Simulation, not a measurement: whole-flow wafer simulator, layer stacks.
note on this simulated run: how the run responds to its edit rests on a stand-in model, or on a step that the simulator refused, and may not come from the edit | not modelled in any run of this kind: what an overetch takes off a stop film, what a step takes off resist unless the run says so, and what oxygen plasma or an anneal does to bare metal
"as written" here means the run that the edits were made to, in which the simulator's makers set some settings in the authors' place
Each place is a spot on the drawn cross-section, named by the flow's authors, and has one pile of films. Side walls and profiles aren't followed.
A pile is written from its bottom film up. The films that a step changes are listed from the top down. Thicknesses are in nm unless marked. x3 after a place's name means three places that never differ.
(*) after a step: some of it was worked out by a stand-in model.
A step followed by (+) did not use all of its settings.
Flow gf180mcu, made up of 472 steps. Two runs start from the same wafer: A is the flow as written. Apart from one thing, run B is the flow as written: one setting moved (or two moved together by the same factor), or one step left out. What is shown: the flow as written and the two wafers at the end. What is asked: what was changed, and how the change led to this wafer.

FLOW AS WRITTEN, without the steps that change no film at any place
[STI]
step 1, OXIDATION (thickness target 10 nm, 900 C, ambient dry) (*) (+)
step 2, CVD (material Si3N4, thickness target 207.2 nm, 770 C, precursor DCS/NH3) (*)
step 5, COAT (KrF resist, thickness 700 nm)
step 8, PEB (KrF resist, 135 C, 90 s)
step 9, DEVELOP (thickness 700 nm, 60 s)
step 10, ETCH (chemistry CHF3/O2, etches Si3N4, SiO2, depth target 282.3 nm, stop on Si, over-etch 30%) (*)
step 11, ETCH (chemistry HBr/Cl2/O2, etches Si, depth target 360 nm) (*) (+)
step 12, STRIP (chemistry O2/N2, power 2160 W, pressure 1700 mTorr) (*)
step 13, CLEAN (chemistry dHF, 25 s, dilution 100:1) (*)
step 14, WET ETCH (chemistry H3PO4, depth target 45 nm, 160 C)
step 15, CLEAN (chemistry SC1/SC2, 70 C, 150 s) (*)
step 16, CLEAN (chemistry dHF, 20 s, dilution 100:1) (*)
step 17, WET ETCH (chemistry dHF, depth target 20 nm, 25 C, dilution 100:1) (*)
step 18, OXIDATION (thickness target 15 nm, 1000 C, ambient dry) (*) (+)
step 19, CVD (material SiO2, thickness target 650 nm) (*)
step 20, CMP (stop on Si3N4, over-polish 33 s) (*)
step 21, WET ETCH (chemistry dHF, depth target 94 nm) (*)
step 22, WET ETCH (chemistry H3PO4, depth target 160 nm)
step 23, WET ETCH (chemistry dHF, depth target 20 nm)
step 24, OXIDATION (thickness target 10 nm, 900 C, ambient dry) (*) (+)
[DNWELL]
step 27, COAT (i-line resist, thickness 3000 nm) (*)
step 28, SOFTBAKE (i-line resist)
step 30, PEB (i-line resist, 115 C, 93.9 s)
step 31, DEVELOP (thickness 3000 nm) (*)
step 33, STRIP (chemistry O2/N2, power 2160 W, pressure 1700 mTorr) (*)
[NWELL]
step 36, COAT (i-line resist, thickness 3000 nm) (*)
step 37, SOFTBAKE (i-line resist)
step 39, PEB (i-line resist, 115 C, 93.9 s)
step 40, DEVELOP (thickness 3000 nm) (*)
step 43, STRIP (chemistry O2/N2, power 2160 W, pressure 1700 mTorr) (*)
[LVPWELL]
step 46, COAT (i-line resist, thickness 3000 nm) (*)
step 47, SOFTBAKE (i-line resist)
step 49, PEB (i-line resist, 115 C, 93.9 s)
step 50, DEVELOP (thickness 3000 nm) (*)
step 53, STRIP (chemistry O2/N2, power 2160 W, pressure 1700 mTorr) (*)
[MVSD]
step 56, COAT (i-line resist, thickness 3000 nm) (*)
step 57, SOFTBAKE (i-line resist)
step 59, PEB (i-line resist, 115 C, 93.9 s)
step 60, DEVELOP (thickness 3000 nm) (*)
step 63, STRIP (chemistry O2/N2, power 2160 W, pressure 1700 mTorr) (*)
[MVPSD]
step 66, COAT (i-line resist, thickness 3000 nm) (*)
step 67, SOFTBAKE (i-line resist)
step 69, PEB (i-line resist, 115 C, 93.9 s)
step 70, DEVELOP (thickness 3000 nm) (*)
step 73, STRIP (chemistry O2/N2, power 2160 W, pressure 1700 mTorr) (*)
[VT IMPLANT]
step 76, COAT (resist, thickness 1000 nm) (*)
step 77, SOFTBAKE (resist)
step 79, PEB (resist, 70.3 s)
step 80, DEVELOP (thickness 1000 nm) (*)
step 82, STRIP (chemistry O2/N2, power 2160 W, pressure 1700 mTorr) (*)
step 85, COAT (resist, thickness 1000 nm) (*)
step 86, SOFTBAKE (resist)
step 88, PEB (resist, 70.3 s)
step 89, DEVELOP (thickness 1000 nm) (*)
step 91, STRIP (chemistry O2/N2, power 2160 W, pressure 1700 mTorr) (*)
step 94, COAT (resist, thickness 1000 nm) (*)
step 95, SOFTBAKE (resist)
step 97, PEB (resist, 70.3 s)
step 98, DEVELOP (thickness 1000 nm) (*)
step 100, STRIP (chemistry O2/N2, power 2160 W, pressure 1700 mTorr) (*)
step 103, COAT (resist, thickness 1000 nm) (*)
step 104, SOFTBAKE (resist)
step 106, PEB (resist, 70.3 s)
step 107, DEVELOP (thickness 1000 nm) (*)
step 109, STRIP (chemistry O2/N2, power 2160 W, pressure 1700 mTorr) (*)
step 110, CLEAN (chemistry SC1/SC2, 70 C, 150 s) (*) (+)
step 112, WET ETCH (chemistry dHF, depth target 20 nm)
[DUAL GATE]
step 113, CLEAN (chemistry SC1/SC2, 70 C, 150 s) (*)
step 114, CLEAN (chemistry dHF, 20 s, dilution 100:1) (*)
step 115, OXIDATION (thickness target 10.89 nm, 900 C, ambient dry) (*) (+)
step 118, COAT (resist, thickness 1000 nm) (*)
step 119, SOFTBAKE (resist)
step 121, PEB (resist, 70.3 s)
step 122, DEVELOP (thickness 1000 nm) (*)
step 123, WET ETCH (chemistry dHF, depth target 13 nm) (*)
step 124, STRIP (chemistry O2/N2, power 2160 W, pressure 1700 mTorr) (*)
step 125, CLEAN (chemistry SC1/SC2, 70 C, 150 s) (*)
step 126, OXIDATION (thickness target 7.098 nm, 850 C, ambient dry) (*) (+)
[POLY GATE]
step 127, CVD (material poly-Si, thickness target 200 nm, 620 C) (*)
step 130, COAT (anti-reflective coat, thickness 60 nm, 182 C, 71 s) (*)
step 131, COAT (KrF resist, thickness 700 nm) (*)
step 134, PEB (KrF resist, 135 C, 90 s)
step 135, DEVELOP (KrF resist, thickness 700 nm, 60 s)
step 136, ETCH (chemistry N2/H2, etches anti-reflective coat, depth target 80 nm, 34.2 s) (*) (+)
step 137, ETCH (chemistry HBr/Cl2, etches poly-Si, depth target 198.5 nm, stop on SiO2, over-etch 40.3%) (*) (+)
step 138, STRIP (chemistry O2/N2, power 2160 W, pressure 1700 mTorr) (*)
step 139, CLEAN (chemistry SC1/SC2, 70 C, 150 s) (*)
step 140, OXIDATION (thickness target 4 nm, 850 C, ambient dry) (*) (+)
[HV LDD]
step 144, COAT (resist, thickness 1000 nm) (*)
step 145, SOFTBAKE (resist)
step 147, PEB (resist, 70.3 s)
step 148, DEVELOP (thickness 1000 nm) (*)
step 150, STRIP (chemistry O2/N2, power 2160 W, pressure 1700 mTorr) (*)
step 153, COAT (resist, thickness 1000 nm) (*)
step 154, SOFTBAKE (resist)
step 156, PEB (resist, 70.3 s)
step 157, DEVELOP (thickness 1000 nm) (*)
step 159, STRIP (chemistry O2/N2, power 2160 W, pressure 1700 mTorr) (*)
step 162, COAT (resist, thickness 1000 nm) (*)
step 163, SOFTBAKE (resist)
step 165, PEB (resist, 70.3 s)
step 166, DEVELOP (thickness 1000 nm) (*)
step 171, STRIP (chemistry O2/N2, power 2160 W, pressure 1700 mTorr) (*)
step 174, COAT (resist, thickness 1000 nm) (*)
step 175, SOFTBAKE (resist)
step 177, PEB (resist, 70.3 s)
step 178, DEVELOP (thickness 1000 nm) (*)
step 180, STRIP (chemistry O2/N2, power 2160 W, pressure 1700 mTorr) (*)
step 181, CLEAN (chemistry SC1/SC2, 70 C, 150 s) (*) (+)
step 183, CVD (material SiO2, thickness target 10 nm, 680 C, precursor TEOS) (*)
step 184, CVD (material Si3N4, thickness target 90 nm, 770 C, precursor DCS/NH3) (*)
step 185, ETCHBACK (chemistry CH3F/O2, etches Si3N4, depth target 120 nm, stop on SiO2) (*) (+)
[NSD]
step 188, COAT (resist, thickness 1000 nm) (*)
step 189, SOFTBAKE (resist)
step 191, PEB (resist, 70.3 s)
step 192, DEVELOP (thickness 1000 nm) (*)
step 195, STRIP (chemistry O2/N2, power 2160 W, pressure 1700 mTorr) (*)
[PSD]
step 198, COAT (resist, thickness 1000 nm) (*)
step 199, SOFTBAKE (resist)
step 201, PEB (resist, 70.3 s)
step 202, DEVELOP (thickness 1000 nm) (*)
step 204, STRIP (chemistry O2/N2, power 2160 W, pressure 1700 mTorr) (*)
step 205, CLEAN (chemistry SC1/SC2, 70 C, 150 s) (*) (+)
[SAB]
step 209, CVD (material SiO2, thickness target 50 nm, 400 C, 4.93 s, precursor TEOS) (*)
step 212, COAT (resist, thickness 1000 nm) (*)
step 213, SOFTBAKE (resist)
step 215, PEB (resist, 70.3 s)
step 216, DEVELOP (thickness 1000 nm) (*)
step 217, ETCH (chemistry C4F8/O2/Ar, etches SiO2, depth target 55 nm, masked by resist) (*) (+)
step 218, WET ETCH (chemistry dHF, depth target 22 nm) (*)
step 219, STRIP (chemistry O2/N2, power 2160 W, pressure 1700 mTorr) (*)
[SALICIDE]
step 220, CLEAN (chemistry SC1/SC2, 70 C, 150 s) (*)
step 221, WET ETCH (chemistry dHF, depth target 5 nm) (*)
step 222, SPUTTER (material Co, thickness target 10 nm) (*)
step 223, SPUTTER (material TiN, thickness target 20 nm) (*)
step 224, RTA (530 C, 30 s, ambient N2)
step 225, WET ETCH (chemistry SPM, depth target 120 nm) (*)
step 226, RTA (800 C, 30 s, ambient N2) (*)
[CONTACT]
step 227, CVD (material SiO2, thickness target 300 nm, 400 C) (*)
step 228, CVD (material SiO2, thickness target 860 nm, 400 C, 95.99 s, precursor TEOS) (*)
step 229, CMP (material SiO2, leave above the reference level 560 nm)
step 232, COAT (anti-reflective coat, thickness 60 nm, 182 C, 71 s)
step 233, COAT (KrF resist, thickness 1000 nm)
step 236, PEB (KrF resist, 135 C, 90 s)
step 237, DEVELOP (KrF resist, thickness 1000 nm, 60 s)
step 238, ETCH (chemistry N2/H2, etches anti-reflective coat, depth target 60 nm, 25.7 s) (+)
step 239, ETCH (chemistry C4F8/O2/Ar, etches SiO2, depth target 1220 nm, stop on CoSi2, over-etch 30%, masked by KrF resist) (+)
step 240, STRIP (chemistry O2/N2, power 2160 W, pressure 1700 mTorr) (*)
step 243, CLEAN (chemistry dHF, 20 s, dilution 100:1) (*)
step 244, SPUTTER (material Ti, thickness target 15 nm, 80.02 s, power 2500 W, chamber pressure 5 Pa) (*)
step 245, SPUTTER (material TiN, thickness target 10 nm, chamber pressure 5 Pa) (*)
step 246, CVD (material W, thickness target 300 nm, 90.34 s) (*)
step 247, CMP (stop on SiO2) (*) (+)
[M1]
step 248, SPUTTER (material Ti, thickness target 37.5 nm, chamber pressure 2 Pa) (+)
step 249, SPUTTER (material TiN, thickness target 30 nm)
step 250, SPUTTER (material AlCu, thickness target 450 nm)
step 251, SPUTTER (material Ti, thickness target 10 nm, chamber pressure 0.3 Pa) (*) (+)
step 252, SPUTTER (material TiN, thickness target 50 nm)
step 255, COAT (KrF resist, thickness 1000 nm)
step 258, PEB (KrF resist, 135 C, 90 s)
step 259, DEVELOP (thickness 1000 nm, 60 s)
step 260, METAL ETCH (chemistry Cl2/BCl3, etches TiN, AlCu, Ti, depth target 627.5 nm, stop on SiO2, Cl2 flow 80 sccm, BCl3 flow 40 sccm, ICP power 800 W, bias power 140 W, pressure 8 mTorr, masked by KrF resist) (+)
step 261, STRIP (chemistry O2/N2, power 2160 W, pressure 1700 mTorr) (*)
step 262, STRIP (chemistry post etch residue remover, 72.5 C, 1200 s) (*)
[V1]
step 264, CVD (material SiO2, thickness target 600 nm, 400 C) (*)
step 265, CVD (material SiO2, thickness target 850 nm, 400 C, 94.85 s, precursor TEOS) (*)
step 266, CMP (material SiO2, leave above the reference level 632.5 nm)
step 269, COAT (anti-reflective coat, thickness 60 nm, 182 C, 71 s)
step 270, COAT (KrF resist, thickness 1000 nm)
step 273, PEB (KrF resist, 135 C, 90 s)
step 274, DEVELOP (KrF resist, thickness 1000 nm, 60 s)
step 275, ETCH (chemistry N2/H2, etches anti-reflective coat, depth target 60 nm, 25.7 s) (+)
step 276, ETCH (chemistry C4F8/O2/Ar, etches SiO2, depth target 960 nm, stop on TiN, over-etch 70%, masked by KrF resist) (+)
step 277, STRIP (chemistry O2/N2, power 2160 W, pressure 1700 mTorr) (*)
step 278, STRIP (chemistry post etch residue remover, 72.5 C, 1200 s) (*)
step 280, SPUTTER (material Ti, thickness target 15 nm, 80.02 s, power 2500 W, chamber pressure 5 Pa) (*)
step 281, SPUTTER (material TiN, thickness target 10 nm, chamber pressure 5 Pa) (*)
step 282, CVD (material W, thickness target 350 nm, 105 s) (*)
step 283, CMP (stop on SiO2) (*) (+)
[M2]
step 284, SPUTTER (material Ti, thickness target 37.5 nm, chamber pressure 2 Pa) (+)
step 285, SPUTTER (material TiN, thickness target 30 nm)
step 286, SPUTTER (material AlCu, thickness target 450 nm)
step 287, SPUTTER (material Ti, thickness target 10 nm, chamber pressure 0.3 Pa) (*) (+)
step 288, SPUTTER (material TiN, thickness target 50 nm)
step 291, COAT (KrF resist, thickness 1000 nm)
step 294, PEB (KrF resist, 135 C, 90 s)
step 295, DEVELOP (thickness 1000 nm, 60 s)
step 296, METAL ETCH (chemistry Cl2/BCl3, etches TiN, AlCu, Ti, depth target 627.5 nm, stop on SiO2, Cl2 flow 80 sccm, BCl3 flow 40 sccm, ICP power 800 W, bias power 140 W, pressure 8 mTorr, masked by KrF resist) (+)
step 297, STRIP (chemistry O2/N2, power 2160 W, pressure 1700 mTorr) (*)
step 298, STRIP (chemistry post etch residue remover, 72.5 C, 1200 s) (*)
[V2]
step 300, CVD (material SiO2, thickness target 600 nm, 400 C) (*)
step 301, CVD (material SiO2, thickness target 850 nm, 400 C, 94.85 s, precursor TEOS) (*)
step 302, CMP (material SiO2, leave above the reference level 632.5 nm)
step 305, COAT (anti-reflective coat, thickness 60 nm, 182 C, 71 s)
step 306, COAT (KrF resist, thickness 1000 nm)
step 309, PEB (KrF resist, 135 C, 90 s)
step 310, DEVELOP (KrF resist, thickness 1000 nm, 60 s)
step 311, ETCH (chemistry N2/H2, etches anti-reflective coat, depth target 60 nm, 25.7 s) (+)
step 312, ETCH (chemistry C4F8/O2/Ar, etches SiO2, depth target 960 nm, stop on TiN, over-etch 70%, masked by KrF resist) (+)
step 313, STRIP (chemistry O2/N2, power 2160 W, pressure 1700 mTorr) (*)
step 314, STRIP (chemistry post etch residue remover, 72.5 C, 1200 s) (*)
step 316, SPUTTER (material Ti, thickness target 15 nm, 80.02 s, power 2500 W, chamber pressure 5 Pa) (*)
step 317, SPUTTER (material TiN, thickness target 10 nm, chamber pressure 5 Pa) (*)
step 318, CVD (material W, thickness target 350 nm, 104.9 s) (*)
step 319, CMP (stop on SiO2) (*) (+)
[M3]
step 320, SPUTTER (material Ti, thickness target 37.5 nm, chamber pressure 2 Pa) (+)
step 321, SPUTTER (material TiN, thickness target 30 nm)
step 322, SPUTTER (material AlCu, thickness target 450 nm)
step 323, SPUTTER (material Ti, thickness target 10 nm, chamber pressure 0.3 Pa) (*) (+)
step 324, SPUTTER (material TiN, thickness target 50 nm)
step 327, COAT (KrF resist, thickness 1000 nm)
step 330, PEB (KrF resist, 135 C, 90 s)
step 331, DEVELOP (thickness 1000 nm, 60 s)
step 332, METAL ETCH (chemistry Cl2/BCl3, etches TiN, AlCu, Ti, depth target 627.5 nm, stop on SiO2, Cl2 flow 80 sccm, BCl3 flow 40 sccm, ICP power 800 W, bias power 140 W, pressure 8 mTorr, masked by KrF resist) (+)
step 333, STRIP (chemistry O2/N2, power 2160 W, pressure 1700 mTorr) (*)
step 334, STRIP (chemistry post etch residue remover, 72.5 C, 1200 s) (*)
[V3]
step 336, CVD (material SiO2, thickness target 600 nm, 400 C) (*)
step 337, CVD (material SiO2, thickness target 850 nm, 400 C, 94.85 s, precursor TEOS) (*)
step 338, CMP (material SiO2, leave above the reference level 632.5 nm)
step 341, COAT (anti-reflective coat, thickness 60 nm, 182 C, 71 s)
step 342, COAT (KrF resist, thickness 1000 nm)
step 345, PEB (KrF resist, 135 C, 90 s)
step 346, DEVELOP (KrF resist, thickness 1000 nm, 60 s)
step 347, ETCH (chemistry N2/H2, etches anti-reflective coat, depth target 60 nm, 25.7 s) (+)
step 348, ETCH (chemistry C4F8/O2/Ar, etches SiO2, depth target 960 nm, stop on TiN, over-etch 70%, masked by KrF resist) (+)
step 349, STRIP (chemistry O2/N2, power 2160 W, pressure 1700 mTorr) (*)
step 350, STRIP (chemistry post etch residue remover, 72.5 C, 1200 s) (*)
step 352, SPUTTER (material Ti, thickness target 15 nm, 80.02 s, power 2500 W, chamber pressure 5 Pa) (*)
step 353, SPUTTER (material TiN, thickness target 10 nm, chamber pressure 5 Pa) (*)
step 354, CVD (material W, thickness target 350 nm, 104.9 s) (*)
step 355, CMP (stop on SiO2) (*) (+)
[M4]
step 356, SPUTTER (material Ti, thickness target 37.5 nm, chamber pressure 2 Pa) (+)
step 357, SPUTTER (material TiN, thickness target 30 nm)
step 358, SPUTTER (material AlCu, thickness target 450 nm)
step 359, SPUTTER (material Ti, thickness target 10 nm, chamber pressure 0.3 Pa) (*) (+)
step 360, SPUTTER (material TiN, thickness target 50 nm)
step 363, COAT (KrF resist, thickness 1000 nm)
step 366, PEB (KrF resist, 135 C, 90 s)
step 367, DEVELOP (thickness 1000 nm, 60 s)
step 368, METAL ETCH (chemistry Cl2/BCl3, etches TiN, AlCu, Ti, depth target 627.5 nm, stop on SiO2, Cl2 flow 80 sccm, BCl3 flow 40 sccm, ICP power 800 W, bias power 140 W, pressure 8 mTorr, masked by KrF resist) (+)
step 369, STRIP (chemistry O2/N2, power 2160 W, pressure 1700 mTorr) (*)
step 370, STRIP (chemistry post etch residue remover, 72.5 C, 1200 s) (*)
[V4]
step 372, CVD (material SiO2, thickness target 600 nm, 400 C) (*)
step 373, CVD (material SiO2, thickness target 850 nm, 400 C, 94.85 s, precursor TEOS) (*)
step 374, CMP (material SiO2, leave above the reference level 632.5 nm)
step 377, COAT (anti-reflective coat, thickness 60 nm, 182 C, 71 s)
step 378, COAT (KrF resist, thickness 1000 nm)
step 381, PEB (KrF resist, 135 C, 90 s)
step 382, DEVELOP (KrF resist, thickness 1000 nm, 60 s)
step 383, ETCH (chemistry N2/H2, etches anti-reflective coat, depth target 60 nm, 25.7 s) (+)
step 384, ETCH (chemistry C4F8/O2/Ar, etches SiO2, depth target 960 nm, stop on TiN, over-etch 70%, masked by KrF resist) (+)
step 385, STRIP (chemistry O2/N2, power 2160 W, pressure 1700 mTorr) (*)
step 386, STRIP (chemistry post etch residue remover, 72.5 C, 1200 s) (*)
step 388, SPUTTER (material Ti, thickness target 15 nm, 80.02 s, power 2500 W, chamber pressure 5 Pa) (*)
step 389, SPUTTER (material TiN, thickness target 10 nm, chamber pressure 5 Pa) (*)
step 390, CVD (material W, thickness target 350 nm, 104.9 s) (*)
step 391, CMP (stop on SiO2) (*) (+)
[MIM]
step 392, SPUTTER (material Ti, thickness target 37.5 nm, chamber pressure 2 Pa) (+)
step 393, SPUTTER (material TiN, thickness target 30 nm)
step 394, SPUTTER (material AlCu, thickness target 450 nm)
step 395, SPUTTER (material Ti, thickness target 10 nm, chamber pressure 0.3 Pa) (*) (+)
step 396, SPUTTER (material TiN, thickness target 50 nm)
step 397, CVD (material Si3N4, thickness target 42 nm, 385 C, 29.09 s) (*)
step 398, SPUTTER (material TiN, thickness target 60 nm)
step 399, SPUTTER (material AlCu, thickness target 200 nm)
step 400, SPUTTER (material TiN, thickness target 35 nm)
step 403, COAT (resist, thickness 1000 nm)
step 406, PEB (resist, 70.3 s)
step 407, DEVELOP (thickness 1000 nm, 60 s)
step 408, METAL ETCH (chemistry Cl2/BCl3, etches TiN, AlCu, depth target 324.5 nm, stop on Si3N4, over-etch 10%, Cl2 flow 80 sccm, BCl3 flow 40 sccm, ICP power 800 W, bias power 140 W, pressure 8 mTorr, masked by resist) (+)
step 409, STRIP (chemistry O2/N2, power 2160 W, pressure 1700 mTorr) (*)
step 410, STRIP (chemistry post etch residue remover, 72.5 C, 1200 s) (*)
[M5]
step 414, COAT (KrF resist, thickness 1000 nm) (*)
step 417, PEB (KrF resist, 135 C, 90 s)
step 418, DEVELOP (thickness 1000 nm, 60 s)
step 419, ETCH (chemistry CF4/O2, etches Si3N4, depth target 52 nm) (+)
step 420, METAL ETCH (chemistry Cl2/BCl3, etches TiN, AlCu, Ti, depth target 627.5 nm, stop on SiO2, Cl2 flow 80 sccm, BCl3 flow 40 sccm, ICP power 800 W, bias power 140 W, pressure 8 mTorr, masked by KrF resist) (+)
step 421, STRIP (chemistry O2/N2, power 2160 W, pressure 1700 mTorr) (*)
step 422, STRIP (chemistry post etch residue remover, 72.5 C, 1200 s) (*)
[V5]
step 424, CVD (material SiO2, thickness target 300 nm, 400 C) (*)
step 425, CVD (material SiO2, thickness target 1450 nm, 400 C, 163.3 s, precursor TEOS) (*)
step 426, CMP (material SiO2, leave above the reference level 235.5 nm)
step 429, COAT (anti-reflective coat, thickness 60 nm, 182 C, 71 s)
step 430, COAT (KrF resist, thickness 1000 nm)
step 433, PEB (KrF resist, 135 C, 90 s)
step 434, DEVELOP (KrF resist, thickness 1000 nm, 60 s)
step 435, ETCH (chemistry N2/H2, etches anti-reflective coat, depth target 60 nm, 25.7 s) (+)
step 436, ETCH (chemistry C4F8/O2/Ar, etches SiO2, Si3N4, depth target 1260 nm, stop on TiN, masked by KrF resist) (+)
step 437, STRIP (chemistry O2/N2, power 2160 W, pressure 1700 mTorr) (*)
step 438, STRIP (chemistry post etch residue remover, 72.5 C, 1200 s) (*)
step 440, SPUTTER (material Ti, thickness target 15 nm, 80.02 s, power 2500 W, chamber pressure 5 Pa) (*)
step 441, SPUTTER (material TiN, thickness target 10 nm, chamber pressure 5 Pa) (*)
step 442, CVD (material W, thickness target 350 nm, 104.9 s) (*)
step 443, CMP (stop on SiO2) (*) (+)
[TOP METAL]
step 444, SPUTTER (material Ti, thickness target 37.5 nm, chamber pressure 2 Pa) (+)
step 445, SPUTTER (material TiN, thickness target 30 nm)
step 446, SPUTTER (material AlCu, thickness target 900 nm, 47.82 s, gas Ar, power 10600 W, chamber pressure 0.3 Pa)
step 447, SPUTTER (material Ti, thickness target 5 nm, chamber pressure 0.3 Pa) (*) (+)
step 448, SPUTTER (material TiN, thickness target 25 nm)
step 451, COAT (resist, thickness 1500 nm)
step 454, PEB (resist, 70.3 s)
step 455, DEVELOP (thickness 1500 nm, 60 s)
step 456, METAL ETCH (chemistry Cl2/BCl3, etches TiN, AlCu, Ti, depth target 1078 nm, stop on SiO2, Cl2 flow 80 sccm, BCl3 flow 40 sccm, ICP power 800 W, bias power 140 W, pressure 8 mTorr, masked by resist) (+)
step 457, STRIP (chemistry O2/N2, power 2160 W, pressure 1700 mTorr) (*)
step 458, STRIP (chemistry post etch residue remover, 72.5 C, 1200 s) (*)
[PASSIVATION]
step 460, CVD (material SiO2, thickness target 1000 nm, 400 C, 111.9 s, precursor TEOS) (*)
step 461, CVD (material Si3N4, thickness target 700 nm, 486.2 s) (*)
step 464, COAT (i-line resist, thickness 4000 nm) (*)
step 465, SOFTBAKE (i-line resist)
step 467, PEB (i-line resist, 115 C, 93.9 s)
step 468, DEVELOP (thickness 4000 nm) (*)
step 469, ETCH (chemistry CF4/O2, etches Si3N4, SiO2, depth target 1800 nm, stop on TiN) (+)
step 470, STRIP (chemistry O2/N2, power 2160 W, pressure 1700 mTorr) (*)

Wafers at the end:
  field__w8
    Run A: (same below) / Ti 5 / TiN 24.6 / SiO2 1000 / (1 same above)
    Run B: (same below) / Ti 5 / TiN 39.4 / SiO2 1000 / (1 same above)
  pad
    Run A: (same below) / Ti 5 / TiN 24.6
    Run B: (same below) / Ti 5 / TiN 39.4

Cause: step 448, SPUTTER: thickness target 39.8 nm was run, whereas the flow has thickness target 25 nm.

Step by step, how the change led to this:
  step 448, SPUTTER (material TiN, thickness target 25 nm)
      field, field__w1, field__w2 and 109 more: A TiN gains 25 (new film) | B TiN gains 39.8 (new film)
  step 456, METAL ETCH (chemistry Cl2/BCl3, etches TiN, AlCu, Ti, depth target 1078 nm, stop on SiO2, Cl2 flow 80 sccm, BCl3 flow 40 sccm, ICP power 800 W, bias power 140 W, pressure 8 mTorr, masked by resist) (+)
      field, field__w1, field__w2 and 103 more: A TiN loses 25 (all of it), Ti loses 5 (all of it), AlCu loses 900 (all of it), TiN loses 30 (all of it), Ti loses 37.5 (all of it) | B TiN loses 39.8 (all of it), Ti loses 5 (all of it), AlCu loses 900 (all of it), TiN loses 30 (all of it), Ti loses 37.5 (all of it)
  step 465, SOFTBAKE (i-line resist)
      gate: A i-line resist gains 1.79 | B i-line resist loses 0.24
      ld_fp_p, ld_drift_p: A i-line resist gains 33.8 | B i-line resist gains 27.6
      (and at 62 other places as well)
